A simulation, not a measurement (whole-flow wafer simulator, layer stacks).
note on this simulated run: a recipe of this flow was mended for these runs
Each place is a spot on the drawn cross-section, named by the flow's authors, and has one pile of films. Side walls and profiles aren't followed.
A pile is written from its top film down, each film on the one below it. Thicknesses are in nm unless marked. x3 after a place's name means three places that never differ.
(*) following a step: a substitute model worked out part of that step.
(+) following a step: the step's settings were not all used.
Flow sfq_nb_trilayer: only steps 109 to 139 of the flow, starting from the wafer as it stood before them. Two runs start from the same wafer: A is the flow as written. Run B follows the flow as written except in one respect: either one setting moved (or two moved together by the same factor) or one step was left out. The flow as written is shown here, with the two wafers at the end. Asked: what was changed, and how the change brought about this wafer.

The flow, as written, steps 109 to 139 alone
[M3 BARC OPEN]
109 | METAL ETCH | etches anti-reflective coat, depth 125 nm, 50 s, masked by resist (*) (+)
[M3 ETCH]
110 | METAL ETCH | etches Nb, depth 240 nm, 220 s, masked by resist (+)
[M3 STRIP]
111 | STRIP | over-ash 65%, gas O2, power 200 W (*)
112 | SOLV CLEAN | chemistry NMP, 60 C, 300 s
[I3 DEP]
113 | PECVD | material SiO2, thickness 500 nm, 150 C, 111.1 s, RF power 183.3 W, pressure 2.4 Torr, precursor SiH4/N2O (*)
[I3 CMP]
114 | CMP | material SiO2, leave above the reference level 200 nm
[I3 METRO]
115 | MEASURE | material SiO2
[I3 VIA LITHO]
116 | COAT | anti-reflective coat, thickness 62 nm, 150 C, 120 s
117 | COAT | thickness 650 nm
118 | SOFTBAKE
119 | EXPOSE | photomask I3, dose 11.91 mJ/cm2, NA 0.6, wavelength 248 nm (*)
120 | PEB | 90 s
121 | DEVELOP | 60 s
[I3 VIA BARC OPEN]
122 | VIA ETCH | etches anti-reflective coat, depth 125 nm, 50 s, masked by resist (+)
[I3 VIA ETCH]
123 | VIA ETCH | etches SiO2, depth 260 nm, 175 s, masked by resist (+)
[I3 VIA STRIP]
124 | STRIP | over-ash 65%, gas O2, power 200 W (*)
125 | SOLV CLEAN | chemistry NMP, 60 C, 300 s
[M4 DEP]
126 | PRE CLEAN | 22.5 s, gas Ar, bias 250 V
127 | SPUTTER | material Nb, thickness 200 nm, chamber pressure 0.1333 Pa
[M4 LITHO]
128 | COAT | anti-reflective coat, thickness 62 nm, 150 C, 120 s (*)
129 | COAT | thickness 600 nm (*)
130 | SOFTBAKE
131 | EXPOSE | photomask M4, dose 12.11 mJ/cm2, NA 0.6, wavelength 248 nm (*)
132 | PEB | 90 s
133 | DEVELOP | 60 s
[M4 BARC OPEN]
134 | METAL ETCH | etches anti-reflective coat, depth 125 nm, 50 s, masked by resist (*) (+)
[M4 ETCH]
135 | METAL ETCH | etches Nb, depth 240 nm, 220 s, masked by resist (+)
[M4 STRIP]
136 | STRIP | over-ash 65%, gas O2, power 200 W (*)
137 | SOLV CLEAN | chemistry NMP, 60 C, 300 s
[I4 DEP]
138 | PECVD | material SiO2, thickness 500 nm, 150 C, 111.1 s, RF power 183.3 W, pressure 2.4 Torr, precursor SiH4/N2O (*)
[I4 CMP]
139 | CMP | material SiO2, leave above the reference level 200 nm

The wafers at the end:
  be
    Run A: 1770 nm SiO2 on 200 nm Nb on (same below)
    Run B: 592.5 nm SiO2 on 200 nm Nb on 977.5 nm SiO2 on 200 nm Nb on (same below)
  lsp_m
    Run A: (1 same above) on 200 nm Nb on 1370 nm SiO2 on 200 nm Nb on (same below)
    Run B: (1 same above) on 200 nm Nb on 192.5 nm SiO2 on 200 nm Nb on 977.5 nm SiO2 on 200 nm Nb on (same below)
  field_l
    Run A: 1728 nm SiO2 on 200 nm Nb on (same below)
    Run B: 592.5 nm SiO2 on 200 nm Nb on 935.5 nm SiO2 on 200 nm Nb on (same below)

Cause: step 110, METAL ETCH: etches Nb, depth 240 nm, 220 s, masked by resist (+), was omitted.

Step by step, how the change led to this:
  111 | STRIP | over-ash 65%, gas O2, power 200 W (*)
      p4_w1 x9, wl_j_sl x15: A KrF-resist-other-grade loses 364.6 (all of it), anti-reflective coat loses 62 (all of it) | B KrF-resist-other-grade loses 505.8 (all of it), anti-reflective coat loses 62 (all of it)
      v_sur: A KrF-resist-other-grade loses 361 (all of it), anti-reflective coat loses 46 (all of it) | B KrF-resist-other-grade loses 502.2 (all of it), anti-reflective coat loses 46 (all of it)
      (as well as at 6 more places)
  113 | PECVD | material SiO2, thickness 500 nm, 150 C, 111.1 s, RF power 183.3 W, pressure 2.4 Torr, precursor SiH4/N2O (*)
      field_l, be, be_sur and 64 more: A SiO2 gains 500 | B SiO2 gains 500 (new film)
      p4_g1 x2, p3_s0 x6: A SiO2 gains 561.1 | B SiO2 gains 500 (new film)
  114 | CMP | material SiO2, leave above the reference level 200 nm
      field_l, be, be_sur and 64 more: A SiO2 loses 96 | B SiO2 loses 300
      p4_g1 x2, p3_s0 x6: A SiO2 loses 157.1 | B SiO2 loses 300
If metal films that touch count as one body, be has 2 bodies (between them, from the top down: SiO2 977.5); the flow as written gives 1 body.
If metal films that touch count as one body, lsp_m has 3 bodies (between them, from the top down: SiO2 192.5; SiO2 977.5); the flow as written gives 2 bodies (between them, from the top down: SiO2 1370).
If metal films that touch count as one body, field_l has 3 bodies (between them, from the top down: SiO2 935.5; SiO2 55); the flow as written gives 2 bodies (between them, from the top down: SiO2 55).
